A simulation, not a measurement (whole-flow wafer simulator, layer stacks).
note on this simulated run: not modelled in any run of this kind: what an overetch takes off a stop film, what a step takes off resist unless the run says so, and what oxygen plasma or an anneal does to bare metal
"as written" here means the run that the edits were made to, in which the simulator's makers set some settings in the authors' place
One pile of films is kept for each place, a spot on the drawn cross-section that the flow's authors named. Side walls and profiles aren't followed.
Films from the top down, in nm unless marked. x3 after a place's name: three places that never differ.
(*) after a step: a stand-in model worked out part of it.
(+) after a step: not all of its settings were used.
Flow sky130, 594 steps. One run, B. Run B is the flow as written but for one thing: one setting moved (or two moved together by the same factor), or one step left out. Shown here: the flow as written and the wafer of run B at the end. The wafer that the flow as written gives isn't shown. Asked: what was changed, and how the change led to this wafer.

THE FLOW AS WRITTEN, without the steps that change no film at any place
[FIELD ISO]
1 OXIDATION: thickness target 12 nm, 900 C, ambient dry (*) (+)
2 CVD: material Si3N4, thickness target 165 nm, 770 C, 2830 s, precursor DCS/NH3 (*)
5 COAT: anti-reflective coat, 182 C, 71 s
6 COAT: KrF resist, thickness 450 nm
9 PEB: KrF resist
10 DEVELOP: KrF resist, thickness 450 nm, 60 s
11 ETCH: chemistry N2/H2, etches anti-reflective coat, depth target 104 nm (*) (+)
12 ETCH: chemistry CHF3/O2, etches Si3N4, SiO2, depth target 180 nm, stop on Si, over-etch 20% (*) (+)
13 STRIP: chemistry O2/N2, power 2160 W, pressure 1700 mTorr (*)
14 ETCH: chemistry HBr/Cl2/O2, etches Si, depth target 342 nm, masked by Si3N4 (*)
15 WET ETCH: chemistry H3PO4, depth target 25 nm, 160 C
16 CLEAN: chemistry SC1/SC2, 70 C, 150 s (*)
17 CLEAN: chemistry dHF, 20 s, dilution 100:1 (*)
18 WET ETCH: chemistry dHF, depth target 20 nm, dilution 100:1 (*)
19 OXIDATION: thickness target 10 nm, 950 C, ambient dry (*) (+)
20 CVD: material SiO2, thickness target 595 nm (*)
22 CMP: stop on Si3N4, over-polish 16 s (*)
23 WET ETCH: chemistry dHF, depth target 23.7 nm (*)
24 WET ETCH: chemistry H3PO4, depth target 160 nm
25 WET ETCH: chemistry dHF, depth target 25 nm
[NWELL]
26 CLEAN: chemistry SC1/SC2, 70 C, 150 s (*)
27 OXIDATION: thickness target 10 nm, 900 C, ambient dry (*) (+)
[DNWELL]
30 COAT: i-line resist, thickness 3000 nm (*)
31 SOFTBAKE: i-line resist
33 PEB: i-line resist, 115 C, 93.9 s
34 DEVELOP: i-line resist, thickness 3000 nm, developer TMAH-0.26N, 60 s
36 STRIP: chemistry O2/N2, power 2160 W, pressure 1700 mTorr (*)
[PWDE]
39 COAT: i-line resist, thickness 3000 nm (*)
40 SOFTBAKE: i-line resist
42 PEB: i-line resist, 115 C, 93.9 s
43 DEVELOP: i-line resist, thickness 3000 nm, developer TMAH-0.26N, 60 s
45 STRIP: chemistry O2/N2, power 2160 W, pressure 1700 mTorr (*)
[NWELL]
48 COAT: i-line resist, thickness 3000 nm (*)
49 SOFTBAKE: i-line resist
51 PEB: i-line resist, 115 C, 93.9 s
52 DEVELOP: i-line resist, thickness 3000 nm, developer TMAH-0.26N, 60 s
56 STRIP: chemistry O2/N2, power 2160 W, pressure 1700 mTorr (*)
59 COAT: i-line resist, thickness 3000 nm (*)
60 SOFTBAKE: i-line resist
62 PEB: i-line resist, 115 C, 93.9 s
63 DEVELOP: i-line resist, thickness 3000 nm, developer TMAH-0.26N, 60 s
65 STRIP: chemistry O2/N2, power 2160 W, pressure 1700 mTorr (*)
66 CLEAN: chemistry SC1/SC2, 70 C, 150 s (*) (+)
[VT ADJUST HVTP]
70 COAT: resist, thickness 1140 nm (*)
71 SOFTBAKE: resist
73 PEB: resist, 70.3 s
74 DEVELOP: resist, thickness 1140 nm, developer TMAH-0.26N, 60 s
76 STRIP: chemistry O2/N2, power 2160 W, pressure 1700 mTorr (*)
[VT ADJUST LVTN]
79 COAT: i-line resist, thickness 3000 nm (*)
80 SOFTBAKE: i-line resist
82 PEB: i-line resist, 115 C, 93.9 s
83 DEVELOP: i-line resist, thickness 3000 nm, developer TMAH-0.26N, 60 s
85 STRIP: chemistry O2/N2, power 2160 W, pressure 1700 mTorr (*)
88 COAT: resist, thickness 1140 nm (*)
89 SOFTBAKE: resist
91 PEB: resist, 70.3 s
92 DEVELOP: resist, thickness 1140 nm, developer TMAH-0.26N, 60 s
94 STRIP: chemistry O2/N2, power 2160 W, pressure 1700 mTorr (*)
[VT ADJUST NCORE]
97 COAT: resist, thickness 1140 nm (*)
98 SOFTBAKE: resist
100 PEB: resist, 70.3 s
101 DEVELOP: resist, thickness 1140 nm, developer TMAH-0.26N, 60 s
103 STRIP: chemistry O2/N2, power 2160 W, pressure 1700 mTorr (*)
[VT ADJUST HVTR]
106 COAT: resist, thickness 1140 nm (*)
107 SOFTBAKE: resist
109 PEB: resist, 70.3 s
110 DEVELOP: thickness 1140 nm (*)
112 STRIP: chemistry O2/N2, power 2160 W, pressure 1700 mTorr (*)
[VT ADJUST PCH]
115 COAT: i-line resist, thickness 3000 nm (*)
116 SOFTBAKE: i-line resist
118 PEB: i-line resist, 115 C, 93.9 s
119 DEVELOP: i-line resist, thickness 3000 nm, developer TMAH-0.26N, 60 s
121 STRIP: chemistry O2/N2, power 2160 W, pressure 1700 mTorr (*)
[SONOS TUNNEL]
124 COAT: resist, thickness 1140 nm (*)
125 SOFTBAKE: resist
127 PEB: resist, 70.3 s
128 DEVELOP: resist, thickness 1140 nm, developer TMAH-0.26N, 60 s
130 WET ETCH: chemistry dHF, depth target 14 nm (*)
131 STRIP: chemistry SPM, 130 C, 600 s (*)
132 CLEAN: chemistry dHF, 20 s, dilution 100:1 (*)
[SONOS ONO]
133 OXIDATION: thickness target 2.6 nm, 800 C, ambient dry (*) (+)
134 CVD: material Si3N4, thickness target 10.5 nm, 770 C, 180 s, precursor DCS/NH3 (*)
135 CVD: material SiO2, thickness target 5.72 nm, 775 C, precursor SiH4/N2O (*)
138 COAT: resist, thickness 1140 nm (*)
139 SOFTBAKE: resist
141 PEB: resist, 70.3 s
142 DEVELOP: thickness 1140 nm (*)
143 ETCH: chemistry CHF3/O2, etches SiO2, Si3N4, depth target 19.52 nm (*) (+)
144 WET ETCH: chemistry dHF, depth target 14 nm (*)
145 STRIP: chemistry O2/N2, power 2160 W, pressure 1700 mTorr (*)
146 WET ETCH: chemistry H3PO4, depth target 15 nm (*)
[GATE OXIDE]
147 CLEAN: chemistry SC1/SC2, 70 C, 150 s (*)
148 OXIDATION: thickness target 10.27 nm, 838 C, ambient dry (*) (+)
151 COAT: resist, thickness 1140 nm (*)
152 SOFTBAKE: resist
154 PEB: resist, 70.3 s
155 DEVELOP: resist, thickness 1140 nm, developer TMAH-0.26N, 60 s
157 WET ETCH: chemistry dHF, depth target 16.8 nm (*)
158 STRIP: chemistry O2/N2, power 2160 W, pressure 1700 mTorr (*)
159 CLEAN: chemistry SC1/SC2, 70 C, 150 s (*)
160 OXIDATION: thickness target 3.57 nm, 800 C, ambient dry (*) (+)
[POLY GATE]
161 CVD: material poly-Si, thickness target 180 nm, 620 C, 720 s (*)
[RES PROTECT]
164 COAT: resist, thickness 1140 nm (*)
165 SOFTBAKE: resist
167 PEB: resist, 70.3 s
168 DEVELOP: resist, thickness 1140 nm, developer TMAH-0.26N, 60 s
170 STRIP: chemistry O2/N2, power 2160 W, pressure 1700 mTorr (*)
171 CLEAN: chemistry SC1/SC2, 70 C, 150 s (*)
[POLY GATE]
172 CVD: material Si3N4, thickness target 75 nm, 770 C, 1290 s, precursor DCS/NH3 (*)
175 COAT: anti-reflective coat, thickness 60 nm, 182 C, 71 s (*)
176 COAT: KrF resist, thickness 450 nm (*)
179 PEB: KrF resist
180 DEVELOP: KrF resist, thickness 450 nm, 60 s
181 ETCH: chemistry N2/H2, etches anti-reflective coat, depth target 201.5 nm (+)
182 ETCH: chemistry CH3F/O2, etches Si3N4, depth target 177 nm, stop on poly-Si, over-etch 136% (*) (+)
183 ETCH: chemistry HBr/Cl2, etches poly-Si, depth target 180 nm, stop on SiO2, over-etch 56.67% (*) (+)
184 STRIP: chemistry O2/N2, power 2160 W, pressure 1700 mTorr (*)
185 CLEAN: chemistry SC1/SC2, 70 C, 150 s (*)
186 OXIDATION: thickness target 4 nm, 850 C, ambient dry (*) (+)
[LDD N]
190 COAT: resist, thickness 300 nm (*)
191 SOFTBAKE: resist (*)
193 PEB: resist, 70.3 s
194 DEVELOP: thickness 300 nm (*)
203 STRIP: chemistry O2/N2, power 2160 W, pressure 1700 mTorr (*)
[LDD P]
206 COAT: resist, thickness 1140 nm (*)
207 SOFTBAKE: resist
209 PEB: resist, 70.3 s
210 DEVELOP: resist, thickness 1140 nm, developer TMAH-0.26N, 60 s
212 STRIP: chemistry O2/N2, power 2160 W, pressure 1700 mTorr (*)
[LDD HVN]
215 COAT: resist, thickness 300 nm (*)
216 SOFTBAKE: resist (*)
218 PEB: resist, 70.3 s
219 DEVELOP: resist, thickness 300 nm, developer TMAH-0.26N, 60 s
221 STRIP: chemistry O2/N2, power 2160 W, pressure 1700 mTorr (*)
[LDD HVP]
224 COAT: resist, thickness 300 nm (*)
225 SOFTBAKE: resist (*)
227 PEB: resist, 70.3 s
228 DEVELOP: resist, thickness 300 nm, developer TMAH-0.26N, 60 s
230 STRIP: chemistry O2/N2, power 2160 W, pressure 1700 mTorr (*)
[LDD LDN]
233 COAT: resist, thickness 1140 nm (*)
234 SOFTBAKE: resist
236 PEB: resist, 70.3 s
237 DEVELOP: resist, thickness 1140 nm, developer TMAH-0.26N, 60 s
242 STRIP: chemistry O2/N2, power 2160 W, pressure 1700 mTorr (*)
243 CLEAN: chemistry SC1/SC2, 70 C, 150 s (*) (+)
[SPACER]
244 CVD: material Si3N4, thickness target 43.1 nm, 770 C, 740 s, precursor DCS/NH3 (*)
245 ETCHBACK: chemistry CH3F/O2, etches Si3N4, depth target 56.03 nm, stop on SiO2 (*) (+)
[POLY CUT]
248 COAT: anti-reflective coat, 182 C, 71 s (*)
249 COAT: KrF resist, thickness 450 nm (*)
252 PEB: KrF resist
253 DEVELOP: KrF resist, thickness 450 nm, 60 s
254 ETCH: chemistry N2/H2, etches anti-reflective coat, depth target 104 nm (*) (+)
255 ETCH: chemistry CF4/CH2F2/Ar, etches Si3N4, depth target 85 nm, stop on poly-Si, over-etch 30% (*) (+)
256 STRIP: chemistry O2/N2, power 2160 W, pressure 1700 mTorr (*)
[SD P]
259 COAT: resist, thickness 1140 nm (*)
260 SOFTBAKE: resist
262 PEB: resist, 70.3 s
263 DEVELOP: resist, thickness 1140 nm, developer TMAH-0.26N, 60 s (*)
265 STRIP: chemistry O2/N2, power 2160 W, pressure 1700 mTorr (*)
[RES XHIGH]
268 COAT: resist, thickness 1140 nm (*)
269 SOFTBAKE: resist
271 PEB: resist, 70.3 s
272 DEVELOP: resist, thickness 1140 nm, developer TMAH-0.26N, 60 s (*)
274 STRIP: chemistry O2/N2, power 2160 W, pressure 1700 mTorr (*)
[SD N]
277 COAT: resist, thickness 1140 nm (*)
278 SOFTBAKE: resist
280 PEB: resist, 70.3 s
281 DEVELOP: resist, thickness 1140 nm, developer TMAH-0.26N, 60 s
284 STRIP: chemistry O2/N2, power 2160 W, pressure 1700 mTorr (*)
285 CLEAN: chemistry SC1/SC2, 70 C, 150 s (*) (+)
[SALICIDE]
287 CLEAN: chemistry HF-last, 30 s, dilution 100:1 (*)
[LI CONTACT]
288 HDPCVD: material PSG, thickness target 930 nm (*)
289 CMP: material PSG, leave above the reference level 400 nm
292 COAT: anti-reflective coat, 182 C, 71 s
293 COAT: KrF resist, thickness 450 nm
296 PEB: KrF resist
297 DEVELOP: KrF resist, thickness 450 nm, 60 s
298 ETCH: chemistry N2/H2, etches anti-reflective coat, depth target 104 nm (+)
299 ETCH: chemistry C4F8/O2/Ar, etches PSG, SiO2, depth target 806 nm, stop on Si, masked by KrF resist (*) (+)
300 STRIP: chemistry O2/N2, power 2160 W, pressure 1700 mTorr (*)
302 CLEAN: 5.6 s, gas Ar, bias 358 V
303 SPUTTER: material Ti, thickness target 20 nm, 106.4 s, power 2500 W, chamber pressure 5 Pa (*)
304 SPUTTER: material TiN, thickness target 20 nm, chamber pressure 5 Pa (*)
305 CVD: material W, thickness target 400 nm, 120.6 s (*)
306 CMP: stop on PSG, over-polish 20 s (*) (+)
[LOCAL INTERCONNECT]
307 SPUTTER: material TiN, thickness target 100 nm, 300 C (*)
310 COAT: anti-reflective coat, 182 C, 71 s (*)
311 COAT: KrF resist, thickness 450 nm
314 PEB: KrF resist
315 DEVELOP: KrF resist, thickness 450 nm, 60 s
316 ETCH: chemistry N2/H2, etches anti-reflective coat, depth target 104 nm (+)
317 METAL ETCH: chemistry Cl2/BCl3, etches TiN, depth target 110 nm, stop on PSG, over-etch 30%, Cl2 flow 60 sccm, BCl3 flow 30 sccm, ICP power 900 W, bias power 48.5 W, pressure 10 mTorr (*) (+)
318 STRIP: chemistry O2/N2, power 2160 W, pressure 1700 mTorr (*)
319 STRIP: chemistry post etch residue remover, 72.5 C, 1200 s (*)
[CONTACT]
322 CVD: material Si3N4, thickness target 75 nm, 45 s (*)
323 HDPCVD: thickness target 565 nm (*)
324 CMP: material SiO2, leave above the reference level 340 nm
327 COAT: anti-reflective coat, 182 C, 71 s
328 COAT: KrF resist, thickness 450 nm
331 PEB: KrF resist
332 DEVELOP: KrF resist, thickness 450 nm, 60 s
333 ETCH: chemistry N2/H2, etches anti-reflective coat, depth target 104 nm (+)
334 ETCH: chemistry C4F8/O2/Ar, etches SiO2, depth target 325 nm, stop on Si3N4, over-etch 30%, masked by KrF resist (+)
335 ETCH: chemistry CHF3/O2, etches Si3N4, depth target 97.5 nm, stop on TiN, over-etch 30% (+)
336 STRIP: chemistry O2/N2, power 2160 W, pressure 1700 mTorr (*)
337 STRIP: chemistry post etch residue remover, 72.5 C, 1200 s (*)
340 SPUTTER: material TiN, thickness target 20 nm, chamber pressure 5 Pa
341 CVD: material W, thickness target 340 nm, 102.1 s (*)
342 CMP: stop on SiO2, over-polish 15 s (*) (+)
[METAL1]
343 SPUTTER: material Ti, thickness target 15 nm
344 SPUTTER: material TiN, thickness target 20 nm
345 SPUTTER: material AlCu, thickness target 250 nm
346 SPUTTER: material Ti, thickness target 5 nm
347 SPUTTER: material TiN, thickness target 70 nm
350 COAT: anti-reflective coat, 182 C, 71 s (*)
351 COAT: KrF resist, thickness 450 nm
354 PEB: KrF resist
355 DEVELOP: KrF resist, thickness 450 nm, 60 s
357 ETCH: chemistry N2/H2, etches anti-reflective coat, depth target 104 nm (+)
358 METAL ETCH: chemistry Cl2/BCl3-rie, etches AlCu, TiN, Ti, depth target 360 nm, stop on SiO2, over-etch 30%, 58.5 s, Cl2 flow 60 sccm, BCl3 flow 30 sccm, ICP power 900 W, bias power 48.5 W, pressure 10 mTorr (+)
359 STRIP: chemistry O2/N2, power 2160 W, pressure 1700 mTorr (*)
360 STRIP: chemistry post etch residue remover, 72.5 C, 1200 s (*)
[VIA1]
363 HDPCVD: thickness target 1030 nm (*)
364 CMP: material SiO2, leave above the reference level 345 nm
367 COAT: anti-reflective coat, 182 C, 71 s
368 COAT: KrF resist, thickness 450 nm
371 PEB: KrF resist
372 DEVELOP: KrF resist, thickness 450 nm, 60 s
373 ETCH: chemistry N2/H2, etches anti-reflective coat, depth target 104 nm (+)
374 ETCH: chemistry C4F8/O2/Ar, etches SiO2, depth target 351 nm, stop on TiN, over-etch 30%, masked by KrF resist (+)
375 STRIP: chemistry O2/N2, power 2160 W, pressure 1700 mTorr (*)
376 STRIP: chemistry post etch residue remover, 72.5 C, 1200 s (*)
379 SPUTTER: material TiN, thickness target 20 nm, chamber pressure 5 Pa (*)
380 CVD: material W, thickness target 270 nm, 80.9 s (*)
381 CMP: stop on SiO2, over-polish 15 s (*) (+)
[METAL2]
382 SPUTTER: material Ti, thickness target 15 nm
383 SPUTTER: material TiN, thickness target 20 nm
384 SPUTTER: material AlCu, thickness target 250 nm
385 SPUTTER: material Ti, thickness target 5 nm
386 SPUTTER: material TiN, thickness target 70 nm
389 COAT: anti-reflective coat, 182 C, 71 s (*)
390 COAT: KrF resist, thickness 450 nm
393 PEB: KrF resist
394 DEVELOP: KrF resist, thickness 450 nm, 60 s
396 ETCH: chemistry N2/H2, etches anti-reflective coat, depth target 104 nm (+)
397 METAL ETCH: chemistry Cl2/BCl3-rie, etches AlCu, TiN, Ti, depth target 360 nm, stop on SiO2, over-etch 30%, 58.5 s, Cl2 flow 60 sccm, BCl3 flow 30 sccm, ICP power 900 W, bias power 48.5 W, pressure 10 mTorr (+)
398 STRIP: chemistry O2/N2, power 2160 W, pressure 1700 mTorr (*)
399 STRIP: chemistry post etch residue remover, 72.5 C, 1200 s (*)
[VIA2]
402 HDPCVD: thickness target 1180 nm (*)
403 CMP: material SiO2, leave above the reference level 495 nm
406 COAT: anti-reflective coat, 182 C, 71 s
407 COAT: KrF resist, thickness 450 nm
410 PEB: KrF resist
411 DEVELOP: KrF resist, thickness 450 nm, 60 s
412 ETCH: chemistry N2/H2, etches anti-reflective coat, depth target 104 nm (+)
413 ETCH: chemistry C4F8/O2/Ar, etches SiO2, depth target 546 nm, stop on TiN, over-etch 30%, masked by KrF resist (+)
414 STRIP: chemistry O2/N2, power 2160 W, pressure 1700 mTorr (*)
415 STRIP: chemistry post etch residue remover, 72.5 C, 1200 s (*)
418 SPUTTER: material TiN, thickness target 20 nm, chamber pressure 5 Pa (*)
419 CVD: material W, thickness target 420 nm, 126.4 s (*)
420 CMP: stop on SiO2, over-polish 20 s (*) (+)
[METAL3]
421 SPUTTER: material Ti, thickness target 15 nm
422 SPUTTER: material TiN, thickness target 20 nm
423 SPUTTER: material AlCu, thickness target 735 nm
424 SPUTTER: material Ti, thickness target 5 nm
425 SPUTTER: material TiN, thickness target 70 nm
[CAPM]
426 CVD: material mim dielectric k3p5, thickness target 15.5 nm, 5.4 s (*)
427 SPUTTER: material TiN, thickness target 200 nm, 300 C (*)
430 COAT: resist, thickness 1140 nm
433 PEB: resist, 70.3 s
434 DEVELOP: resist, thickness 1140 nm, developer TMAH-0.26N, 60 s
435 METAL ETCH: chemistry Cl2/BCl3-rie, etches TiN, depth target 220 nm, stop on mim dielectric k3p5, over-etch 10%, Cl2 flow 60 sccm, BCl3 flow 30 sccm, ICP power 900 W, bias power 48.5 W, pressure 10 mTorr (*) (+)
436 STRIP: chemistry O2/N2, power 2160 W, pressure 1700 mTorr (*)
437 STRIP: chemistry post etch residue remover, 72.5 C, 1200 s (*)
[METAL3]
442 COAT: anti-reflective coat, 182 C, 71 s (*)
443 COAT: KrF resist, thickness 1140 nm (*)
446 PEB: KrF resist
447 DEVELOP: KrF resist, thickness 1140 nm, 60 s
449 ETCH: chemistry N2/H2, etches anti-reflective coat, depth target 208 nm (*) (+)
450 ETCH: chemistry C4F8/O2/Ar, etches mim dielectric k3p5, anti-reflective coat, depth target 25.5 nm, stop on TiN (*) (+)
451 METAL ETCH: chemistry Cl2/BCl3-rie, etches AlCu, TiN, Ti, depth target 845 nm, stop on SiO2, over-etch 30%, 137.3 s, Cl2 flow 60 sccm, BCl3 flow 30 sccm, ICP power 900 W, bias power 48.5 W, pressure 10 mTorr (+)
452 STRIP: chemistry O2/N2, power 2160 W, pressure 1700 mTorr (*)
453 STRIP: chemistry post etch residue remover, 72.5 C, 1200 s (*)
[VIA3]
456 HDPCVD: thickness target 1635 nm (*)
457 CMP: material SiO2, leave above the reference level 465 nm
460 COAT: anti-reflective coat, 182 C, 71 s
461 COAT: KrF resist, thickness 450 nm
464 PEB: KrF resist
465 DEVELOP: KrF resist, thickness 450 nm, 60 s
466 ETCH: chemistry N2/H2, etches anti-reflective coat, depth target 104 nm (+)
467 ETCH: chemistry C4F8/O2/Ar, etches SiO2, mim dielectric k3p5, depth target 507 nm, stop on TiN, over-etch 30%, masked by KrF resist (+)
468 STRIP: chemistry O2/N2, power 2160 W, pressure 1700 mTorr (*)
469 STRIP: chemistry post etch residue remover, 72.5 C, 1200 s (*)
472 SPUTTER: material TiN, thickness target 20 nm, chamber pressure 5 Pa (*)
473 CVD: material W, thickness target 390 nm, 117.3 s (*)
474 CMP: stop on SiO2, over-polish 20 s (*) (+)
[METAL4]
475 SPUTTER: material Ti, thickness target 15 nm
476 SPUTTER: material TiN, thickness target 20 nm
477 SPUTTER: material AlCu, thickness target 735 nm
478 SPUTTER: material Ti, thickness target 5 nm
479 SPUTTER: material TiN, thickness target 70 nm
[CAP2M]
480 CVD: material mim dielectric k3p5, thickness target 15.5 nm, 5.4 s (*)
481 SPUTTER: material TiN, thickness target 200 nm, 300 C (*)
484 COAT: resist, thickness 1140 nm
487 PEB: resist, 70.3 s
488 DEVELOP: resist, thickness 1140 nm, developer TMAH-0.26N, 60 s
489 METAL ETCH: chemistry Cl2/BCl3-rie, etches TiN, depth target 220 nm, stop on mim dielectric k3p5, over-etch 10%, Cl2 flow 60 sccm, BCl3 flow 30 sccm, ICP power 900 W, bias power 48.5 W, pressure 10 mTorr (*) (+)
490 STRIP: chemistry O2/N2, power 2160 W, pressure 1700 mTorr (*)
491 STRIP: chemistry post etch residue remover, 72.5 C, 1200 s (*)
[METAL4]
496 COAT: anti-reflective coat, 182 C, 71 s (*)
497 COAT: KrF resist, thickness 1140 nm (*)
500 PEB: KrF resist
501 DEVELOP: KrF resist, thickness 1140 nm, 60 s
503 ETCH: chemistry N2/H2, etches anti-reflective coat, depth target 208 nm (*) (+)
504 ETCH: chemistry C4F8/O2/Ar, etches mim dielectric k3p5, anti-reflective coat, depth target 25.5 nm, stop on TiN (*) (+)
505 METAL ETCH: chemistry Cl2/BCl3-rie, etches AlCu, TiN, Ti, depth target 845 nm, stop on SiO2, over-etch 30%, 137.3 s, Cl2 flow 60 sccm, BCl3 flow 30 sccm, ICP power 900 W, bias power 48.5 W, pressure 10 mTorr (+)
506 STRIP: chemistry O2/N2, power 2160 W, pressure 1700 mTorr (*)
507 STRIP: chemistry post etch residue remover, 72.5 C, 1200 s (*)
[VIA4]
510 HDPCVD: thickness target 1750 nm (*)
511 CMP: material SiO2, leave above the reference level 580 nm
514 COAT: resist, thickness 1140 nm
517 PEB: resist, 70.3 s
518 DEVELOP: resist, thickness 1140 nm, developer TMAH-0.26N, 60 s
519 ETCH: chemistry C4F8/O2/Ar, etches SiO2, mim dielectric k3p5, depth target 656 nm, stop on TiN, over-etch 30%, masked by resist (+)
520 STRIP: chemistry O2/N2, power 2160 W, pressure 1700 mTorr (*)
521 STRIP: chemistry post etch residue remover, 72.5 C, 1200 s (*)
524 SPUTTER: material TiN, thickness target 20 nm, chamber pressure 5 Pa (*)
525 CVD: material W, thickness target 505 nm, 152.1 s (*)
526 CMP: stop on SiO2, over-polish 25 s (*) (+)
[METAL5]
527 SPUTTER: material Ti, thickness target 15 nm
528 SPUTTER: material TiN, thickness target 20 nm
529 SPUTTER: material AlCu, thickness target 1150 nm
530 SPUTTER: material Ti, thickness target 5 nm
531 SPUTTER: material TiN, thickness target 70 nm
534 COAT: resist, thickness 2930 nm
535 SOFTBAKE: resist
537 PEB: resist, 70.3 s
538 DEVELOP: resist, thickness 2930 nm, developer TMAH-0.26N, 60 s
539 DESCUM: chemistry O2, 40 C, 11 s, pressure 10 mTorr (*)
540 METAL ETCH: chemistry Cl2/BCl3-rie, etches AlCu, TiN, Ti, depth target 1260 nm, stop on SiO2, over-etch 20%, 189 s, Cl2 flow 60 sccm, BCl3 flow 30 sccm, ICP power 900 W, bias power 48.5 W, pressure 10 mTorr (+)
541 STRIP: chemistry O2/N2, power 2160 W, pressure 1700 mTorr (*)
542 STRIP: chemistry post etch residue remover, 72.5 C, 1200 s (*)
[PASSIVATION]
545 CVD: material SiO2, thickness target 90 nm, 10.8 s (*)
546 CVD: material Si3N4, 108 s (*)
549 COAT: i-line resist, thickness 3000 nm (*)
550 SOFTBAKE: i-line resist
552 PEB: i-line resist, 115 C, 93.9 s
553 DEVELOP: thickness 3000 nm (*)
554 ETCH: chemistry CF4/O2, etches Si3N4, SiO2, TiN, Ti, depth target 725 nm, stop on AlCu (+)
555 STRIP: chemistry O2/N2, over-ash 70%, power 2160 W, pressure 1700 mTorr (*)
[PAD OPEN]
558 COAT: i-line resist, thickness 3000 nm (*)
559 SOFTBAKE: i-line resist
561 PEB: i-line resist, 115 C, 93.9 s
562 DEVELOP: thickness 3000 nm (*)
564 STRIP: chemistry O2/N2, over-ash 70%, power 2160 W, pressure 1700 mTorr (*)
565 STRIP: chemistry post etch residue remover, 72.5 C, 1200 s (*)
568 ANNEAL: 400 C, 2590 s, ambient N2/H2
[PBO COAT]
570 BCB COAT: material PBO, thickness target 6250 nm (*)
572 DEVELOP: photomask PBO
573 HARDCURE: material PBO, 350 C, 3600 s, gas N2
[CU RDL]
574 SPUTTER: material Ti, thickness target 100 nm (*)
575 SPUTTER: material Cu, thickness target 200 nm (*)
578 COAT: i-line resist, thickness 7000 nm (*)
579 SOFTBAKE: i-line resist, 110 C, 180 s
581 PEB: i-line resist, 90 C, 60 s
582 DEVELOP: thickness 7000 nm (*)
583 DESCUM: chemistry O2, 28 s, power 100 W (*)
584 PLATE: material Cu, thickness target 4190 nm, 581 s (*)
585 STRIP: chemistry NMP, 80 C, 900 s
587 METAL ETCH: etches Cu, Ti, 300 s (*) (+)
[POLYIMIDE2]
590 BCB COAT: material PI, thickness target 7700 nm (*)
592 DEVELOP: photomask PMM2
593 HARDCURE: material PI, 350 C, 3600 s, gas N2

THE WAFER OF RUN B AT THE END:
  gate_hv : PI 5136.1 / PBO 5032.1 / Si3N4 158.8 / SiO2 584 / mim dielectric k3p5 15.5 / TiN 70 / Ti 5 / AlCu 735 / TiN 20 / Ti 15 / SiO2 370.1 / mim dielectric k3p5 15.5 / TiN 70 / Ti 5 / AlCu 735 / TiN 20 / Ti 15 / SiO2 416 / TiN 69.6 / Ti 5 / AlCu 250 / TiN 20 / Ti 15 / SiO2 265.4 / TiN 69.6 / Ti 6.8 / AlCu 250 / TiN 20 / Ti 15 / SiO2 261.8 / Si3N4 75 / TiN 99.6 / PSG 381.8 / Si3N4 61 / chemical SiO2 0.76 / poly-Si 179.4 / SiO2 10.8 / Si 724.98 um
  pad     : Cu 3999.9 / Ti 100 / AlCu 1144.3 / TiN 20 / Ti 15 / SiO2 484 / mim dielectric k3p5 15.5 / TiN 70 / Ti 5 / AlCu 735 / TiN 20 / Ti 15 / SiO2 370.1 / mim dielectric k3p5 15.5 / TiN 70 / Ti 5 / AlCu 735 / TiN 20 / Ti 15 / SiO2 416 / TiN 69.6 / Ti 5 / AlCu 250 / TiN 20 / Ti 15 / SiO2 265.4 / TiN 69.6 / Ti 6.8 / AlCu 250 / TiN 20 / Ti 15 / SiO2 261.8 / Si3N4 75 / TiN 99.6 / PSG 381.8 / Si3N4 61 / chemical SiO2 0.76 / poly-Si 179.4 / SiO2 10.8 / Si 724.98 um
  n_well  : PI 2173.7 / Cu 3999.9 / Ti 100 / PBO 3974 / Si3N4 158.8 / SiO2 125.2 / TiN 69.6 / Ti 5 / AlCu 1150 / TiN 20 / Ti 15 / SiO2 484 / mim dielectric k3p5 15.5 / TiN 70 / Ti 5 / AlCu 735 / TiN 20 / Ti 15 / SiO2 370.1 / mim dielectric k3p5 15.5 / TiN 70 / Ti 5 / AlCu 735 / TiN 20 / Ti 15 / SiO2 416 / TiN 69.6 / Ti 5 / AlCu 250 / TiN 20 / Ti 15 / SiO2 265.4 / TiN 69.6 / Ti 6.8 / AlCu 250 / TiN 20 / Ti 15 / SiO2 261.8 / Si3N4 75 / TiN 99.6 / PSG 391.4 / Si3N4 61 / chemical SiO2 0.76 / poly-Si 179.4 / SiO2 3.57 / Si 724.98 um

The cause: step 346, SPUTTER: thickness target 6.8 nm was run, where the flow has thickness target 5 nm.
It can be read off the wafer: gate_hv has Ti 6.8, and step 346 as written asks for 5 nm.

How the change led to this, step by step:
  346 SPUTTER: material Ti, thickness target 5 nm
      field, active, n_well and 188 more: Ti +6.8 (new film) (as written it would be: Ti +5 (new film))
  358 METAL ETCH: chemistry Cl2/BCl3-rie, etches AlCu, TiN, Ti, depth target 360 nm, stop on SiO2, over-etch 30%, 58.5 s, Cl2 flow 60 sccm, BCl3 flow 30 sccm, ICP power 900 W, bias power 48.5 W, pressure 10 mTorr (+)
      field, active, gate and 81 more: TiN -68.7 (all of it), Ti -6.8 (all of it), AlCu -250 (all of it), TiN -20 (all of it), Ti -15 (all of it), SiO2 -10.8 (as written it would be: TiN -68.7 (all of it), Ti -5 (all of it), AlCu -250 (all of it), TiN -20 (all of it), Ti -15 (all of it), SiO2 -10.9)
